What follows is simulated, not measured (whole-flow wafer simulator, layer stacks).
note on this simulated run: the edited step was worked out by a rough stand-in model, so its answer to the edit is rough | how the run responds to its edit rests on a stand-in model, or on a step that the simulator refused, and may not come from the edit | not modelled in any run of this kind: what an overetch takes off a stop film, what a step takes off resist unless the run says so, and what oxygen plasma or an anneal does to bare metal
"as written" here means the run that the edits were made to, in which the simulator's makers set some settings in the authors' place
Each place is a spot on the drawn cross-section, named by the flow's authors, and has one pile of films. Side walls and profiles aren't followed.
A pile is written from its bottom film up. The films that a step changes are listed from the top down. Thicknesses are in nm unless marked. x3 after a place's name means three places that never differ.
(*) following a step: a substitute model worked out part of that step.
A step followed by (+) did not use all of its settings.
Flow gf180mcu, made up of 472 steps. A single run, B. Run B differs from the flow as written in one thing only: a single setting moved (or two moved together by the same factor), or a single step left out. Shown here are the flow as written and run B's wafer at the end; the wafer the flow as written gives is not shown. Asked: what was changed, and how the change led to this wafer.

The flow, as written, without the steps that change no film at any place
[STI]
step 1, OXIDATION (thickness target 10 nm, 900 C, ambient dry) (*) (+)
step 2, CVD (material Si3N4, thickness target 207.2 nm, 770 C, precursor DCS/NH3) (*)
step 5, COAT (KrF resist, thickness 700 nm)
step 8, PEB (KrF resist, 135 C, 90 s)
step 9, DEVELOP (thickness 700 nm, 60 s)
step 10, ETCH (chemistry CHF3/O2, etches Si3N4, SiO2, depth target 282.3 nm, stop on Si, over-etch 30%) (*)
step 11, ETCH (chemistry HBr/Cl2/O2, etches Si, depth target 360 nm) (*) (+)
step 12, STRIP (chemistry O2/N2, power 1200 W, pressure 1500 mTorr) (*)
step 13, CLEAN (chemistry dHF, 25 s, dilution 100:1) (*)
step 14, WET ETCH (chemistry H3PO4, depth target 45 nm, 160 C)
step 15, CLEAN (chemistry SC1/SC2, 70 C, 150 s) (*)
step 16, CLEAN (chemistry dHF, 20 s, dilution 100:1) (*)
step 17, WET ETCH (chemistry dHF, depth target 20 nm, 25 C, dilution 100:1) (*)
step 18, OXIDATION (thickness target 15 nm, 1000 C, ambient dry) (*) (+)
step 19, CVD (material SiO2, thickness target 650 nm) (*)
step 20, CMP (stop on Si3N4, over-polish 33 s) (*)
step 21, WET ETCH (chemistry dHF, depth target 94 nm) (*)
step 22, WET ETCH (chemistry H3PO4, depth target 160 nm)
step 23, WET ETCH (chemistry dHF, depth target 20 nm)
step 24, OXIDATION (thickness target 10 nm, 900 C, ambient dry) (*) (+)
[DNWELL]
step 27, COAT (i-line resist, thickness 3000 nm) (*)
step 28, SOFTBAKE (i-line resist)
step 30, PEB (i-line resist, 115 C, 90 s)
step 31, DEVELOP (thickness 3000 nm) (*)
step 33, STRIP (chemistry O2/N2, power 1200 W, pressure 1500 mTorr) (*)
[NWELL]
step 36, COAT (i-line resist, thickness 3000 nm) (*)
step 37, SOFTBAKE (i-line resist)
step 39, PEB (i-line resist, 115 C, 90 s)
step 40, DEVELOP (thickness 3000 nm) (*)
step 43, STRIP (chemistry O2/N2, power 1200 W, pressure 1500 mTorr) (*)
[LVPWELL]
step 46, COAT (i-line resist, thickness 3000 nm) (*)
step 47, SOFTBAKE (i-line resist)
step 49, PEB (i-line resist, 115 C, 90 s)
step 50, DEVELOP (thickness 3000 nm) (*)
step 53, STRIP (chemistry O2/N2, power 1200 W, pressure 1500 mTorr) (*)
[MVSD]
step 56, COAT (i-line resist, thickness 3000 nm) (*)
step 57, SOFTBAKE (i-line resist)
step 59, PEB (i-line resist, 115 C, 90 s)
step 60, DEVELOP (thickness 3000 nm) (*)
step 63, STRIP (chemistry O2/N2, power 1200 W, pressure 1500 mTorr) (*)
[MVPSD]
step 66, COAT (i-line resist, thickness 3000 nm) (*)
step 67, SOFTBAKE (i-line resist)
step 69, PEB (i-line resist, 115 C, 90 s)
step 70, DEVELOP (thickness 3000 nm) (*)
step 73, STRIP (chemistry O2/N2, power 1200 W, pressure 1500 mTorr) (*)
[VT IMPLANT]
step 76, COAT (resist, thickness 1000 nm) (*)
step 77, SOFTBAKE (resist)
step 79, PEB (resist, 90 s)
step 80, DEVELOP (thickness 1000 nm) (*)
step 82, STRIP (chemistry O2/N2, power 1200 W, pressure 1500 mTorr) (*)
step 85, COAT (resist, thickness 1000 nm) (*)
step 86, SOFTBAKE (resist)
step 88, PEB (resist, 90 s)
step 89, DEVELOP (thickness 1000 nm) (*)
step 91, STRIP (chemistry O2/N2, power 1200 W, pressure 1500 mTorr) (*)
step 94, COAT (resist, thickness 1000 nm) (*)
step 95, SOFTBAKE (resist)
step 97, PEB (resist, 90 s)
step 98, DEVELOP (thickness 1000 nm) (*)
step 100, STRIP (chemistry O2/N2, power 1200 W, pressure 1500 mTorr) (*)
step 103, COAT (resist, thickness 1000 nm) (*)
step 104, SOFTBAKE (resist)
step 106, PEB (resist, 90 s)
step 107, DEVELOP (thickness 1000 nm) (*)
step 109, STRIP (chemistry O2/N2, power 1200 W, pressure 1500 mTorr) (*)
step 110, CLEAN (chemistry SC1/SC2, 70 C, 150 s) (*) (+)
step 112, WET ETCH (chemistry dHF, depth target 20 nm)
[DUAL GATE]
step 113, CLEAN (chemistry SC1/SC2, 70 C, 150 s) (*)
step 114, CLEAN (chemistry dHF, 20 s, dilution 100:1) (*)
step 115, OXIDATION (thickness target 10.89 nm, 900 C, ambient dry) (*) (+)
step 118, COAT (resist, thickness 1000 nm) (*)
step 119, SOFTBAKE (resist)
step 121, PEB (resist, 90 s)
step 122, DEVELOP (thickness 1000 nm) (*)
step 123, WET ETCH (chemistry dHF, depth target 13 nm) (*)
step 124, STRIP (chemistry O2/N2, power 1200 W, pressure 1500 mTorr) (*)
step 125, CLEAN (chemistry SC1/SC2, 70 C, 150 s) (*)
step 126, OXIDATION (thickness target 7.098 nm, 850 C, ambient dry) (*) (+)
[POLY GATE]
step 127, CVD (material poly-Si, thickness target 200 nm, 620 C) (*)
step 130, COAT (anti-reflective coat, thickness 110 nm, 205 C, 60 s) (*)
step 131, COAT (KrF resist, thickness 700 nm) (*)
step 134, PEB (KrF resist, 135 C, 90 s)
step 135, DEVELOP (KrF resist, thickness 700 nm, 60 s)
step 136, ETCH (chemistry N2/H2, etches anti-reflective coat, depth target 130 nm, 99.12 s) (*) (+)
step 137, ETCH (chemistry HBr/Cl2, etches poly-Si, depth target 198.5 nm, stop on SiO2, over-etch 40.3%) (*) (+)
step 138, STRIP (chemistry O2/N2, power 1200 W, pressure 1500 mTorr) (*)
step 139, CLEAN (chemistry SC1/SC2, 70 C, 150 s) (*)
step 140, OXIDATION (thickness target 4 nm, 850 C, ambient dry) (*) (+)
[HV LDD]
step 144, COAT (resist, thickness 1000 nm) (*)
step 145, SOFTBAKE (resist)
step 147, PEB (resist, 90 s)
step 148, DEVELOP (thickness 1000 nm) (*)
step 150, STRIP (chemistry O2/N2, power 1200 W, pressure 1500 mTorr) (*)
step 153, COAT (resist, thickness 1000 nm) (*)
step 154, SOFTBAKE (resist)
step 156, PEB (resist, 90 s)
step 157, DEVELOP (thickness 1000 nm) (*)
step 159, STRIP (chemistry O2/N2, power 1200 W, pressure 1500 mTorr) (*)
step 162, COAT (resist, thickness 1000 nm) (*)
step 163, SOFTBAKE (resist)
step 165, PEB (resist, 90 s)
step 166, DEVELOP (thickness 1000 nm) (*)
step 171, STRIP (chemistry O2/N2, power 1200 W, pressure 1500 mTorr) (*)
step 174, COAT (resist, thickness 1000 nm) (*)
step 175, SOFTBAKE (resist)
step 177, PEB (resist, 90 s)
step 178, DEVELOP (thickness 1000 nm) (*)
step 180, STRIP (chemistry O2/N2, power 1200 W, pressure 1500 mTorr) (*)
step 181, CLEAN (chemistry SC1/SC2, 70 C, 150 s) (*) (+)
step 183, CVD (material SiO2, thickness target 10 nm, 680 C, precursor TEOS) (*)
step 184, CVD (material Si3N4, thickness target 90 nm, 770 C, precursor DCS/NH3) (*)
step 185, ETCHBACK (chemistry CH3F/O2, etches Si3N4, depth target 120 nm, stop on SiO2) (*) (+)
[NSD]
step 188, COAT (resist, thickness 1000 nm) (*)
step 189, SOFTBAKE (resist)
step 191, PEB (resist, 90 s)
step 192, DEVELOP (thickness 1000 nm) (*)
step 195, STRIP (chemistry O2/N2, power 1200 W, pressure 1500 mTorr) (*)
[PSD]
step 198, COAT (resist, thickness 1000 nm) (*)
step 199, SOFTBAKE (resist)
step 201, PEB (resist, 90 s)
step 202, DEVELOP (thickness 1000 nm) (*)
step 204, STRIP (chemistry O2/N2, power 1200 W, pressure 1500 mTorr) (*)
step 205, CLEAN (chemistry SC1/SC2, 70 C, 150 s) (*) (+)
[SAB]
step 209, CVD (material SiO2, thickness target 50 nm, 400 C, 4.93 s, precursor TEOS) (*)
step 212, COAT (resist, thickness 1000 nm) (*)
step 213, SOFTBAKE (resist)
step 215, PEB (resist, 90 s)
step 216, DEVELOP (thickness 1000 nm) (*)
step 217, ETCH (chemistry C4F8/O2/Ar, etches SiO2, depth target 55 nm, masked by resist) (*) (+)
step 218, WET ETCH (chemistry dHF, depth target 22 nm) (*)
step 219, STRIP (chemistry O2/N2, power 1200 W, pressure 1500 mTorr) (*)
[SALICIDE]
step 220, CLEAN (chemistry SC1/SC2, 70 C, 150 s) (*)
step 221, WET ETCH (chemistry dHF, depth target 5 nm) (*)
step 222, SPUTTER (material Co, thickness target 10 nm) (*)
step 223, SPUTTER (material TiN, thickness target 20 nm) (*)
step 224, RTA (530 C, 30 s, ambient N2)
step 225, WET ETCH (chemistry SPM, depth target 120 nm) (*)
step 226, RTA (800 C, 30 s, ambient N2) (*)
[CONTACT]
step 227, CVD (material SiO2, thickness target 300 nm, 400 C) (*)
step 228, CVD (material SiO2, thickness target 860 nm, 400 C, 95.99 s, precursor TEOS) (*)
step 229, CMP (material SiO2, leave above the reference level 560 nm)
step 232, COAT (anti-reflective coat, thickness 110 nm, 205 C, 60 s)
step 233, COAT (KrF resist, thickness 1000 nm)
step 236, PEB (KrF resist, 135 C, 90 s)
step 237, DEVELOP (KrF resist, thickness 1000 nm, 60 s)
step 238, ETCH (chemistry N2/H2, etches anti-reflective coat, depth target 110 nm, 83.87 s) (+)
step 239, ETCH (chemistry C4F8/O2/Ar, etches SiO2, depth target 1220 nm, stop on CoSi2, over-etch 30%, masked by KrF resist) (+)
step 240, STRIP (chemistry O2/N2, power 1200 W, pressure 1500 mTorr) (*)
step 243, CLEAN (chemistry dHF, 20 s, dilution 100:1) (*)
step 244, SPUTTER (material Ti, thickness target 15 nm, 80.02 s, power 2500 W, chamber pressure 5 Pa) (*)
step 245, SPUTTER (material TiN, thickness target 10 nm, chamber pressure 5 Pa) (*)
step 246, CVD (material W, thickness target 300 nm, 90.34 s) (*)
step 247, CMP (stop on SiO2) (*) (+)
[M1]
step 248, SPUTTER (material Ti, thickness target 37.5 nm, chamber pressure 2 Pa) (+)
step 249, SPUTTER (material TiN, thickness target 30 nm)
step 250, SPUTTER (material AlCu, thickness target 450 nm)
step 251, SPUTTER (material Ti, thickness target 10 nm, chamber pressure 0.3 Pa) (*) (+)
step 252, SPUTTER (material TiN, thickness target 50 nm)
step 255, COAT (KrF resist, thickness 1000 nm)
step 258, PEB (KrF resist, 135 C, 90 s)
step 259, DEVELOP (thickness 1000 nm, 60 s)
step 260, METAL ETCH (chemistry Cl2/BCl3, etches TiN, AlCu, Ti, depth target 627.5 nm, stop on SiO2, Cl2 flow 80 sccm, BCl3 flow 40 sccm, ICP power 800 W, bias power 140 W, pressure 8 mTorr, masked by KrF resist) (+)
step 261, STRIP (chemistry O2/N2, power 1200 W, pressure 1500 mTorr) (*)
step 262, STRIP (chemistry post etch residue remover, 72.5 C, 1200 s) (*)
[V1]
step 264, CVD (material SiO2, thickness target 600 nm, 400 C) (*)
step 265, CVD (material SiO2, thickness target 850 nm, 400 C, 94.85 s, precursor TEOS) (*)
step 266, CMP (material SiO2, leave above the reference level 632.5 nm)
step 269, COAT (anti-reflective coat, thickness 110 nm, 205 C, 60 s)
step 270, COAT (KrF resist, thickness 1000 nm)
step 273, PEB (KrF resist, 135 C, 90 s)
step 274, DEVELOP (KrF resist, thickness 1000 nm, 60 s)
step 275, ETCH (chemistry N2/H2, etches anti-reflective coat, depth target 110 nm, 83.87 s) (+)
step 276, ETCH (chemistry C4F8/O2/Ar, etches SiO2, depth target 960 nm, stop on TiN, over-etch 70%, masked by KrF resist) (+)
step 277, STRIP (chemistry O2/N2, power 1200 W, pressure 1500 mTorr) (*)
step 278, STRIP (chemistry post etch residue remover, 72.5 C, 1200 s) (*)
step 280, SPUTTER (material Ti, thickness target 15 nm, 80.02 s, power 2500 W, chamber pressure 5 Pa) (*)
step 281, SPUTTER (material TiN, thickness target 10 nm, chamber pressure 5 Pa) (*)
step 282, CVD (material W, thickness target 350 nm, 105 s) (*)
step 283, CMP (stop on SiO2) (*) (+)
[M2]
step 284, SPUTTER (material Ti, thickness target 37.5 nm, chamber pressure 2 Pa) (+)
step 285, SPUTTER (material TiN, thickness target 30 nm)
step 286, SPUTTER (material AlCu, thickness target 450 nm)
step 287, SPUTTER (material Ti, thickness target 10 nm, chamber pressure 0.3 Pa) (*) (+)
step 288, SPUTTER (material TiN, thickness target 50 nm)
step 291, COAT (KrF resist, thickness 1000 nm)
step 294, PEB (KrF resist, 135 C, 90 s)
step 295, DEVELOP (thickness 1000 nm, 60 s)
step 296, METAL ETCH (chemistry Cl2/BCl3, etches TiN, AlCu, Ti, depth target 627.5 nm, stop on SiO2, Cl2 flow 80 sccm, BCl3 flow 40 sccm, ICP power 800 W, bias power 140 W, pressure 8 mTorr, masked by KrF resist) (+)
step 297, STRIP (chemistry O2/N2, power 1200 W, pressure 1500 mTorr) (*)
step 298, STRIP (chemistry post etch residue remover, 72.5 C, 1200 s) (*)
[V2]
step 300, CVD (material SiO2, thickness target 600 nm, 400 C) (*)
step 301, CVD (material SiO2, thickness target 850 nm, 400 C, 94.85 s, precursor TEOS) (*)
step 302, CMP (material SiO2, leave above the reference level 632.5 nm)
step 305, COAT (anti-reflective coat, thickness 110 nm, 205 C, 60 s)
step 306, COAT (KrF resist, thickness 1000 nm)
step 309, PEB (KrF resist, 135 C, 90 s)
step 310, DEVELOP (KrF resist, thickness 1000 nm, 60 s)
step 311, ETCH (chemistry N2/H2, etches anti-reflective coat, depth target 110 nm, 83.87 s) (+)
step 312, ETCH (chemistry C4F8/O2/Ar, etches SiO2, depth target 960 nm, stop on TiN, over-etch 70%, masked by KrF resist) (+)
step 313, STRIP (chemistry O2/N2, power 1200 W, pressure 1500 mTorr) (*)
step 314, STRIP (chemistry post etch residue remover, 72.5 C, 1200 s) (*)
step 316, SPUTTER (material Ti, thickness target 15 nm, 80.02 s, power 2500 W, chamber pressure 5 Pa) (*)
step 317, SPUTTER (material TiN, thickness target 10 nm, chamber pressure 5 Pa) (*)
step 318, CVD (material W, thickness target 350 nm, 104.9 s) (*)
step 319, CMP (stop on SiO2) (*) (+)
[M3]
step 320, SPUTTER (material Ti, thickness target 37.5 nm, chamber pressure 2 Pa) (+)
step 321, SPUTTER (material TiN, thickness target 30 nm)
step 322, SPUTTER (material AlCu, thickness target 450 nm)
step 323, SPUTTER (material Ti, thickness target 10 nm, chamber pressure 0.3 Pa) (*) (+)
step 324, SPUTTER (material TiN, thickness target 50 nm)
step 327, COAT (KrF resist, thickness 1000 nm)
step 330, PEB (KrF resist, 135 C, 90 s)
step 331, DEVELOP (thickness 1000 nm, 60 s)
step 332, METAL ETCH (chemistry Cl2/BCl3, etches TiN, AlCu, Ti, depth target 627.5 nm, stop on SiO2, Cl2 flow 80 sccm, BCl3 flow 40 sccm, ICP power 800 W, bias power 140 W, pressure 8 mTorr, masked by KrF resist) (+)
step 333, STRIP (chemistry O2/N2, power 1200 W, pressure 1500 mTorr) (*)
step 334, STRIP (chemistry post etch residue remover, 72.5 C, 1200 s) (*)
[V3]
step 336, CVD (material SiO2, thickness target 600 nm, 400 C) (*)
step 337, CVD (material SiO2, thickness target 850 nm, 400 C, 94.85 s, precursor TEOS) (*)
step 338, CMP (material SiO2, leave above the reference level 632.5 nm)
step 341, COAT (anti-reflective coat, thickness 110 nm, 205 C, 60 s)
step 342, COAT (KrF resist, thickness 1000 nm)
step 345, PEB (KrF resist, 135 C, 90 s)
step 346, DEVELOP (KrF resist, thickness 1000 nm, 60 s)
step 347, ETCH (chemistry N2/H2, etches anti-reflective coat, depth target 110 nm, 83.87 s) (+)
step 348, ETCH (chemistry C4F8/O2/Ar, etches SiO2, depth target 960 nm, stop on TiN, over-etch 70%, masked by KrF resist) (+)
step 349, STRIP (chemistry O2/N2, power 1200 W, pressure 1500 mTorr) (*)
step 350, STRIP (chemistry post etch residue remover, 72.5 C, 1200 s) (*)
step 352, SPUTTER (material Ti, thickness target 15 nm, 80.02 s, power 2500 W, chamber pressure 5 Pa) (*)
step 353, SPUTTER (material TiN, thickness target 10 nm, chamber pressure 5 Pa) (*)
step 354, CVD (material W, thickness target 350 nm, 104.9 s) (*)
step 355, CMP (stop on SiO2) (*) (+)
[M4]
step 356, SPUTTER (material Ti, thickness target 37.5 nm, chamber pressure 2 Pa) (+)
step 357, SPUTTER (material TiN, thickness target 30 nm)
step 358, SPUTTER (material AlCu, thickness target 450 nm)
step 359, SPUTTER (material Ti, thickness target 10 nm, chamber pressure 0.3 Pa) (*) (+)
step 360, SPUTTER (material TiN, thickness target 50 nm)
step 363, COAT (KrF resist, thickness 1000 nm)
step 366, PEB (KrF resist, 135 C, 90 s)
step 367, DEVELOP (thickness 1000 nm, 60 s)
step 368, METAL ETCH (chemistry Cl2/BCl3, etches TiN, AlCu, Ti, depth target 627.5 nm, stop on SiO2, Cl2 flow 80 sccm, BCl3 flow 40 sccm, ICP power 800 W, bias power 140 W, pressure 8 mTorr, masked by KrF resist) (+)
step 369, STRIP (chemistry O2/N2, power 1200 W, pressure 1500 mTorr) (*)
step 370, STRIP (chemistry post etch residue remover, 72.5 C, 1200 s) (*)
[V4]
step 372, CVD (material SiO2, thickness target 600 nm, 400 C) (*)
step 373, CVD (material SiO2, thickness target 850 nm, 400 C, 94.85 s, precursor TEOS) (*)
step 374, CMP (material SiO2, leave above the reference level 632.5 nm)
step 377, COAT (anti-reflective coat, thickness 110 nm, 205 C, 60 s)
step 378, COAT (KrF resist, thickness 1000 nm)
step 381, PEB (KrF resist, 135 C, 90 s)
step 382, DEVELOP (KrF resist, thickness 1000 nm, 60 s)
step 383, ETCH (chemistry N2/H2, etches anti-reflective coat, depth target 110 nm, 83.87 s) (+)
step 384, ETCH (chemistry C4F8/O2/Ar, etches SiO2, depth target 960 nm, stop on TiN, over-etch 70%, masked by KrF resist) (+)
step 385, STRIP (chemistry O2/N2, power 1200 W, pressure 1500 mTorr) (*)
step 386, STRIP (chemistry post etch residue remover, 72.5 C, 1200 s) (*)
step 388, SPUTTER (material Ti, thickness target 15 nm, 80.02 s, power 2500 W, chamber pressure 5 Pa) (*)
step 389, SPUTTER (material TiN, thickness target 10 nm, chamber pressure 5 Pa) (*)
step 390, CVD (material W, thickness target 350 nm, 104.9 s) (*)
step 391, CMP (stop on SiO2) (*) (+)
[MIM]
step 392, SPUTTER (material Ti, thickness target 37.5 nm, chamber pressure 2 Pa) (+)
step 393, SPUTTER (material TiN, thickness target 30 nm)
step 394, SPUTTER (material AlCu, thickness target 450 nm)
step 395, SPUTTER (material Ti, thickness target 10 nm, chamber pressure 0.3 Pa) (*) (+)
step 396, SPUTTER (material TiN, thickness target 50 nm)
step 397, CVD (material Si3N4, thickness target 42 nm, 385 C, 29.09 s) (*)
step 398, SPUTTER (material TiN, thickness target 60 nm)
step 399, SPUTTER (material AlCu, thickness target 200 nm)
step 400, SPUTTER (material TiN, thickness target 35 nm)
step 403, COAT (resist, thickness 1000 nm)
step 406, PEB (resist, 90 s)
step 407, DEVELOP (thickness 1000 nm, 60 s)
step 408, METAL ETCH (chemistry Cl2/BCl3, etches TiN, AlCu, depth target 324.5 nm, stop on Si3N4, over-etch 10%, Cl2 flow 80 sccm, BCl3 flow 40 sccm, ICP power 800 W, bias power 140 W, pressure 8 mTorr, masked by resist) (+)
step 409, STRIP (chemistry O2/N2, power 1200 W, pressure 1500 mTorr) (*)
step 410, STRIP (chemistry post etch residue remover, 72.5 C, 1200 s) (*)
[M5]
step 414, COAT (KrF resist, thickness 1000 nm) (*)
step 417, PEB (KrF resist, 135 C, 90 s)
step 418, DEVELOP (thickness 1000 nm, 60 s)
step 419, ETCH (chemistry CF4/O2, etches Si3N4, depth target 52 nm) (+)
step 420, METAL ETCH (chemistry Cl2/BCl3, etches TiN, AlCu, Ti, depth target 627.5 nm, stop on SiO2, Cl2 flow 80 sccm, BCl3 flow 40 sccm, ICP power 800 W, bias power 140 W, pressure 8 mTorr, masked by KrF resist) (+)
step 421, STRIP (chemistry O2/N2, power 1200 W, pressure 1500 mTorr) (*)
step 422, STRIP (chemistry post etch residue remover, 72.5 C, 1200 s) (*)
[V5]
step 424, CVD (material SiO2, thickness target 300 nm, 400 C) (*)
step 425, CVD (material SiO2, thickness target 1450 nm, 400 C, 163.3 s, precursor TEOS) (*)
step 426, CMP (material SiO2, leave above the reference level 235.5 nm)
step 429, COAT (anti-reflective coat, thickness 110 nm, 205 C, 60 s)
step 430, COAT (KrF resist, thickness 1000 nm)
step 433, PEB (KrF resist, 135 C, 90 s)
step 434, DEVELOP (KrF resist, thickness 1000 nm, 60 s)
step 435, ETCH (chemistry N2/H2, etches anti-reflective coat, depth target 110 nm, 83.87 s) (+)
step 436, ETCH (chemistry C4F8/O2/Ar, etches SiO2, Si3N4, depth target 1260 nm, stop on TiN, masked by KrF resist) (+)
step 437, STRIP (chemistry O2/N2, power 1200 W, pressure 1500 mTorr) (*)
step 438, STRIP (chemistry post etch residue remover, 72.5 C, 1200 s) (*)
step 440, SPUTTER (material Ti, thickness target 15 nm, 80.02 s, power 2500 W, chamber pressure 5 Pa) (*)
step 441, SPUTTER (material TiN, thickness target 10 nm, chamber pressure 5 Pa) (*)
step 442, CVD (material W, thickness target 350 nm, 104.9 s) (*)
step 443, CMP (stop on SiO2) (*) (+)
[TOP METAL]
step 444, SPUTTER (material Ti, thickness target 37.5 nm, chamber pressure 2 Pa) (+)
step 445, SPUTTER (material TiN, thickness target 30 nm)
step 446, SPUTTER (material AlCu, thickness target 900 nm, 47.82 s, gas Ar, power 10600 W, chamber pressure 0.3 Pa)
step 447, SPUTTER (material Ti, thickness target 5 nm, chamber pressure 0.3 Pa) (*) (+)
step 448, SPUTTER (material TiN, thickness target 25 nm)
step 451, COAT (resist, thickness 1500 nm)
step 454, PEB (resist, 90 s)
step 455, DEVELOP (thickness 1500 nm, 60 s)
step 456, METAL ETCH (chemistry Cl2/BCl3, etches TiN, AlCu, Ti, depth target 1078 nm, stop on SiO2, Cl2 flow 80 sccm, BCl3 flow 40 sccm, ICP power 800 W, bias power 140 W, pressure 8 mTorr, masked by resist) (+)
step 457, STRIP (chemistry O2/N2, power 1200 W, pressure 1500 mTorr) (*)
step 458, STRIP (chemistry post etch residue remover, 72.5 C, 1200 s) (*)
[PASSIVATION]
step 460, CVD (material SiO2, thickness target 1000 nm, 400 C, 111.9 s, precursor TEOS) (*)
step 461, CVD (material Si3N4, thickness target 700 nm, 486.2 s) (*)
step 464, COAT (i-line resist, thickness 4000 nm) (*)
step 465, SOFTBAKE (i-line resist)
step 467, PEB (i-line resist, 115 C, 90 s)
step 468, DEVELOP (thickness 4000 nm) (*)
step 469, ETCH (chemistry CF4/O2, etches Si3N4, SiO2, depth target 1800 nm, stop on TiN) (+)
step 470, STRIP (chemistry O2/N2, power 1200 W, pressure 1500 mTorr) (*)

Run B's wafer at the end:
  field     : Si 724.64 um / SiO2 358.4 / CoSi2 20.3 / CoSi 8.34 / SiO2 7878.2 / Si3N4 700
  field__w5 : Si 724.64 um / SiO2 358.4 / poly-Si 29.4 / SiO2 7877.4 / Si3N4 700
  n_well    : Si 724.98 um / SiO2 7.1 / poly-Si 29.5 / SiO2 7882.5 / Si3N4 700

What caused this: step 137, ETCH: depth target 119.1 nm was run, though the flow has depth target 198.5 nm.

The path from the change to this, step by step:
  step 137, ETCH (chemistry HBr/Cl2, etches poly-Si, depth target 198.5 nm, stop on SiO2, over-etch 40.3%) (*) (+)
      field, field__w3, field__w12 and 10 more: poly-Si loses 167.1 (in the flow as written it would be: poly-Si loses 198.6 (all of it), SiO2 loses 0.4)
      active, n_well, sd_p and 9 more: poly-Si loses 167.1 (in the flow as written it would be: poly-Si loses 198.7 (all of it), SiO2 loses 0.4)
      (as well as at 67 more places)
  step 138, STRIP (chemistry O2/N2, power 1200 W, pressure 1500 mTorr) (*)
      field, field__w1, field__w2 and 61 more: chemical SiO2 gains 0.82 (new film), poly-Si loses 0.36 (in the flow as written it would be: nothing)
      gate: chemical SiO2 gains 0.63 (new film), KrF resist loses 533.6 (all of it), anti-reflective coat loses 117 (all of it), poly-Si loses 0.28 (in the flow as written it would be: chemical SiO2 gains 0.62 (new film), KrF resist loses 496.5 (all of it), anti-reflective coat loses 117 (all of it), poly-Si loses 0.27)
      (as well as at 27 more places)
  step 139, CLEAN (chemistry SC1/SC2, 70 C, 150 s) (*)
      field, field__w1, field__w2 and 34 more: chemical SiO2 loses 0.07, poly-Si loses 0.27 (in the flow as written it would be: SiO2 loses 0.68)
  step 140, OXIDATION (thickness target 4 nm, 850 C, ambient dry) (*) (+)
      field, field__w1, field__w2 and 21 more: SiO2 gains 4 (new film), chemical SiO2 loses 0.76 (all of it), poly-Si loses 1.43 (in the flow as written it would be: SiO2 gains 0.15, Si loses 0.07)
      active_hv, active_nat, ld_sd_n and 11 more: SiO2 gains 4 (new film), chemical SiO2 loses 0.76 (all of it), poly-Si loses 1.43 (in the flow as written it would be: SiO2 gains 0.96, Si loses 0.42)
      (as well as at 26 more places)
  step 144, COAT (resist, thickness 1000 nm) (*)
      gate: resist gains 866 (new film) (in the flow as written it would be: resist gains 837.4 (new film))
      gate_hv: resist gains 871.2 (new film) (in the flow as written it would be: resist gains 845.5 (new film))
      (as well as at 26 more places)
  step 145, SOFTBAKE (resist)
      nw_enc_fld_lv__w3: resist loses 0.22 (in the flow as written it would be: resist gains 0.39)
      ld_acc_n: resist loses 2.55 (in the flow as written it would be: resist loses 3.08)
  step 147, PEB (resist, 90 s)
      npoly_u, gate_p_hv5, ldn_fp: resist loses 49 (in the flow as written it would be: resist loses 47.4)
      gate_hv, gate_p: resist loses 49.3 (in the flow as written it would be: resist loses 47.7)
      (as well as at 23 more places)
  step 148, DEVELOP (thickness 1000 nm) (*)
      gate: resist loses 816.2 (all of it) (in the flow as written it would be: resist loses 789.1 (all of it))
      npoly_u: resist loses 815.9 (all of it) (in the flow as written it would be: resist loses 790.2 (all of it))
      (as well as at 3 more places)
  step 150, STRIP (chemistry O2/N2, power 1200 W, pressure 1500 mTorr) (*)
      gate_hv: resist loses 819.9 (all of it) (in the flow as written it would be: resist loses 795.2 (all of it))
      gate_p: resist loses 821.3 (all of it) (in the flow as written it would be: resist loses 795.2 (all of it))
      (as well as at 21 more places)
  step 153, COAT (resist, thickness 1000 nm) (*)
      gate: resist gains 866 (new film) (in the flow as written it would be: resist gains 837.4 (new film))
      gate_hv: resist gains 871.2 (new film) (in the flow as written it would be: resist gains 845.5 (new film))
      (as well as at 26 more places)
  step 154, SOFTBAKE (resist)
      nw_enc_fld_lv__w3: resist loses 0.22 (in the flow as written it would be: resist gains 0.39)
      ld_acc_n: resist loses 2.55 (in the flow as written it would be: resist loses 3.08)
  step 156, PEB (resist, 90 s)
      npoly_u, gate_p_hv5, ldn_fp: resist loses 49 (in the flow as written it would be: resist loses 47.4)
      gate_hv, gate_p: resist loses 49.3 (in the flow as written it would be: resist loses 47.7)
      (as well as at 23 more places)
  step 157, DEVELOP (thickness 1000 nm) (*)
      gate_p: resist loses 821.3 (all of it) (in the flow as written it would be: resist loses 795.2 (all of it))
      ppoly_u: resist loses 818.5 (all of it) (in the flow as written it would be: resist loses 793.1 (all of it))
      (as well as at 3 more places)
  step 159, STRIP (chemistry O2/N2, power 1200 W, pressure 1500 mTorr) (*)
      gate: resist loses 816.2 (all of it) (in the flow as written it would be: resist loses 789.1 (all of it))
      gate_hv: resist loses 819.9 (all of it) (in the flow as written it would be: resist loses 795.2 (all of it))
      (as well as at 21 more places)
  step 162, COAT (resist, thickness 1000 nm) (*)
      gate: resist gains 866 (new film) (in the flow as written it would be: resist gains 837.4 (new film))
      gate_hv: resist gains 871.2 (new film) (in the flow as written it would be: resist gains 845.5 (new film))
      (as well as at 26 more places)
  step 163, SOFTBAKE (resist)
      nw_enc_fld_lv__w3: resist loses 0.22 (in the flow as written it would be: resist gains 0.39)
      ld_acc_n: resist loses 2.55 (in the flow as written it would be: resist loses 3.08)
  ... 36 other steps ...
  step 246, CVD (material W, thickness target 300 nm, 90.34 s) (*)
      polyc_n, polyc_p: W gains 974 (new film) (in the flow as written it would be: W gains 936 (new film))
With metal films that touch counted as one body, field has 1 body; the flow as written gives 0 bodies.
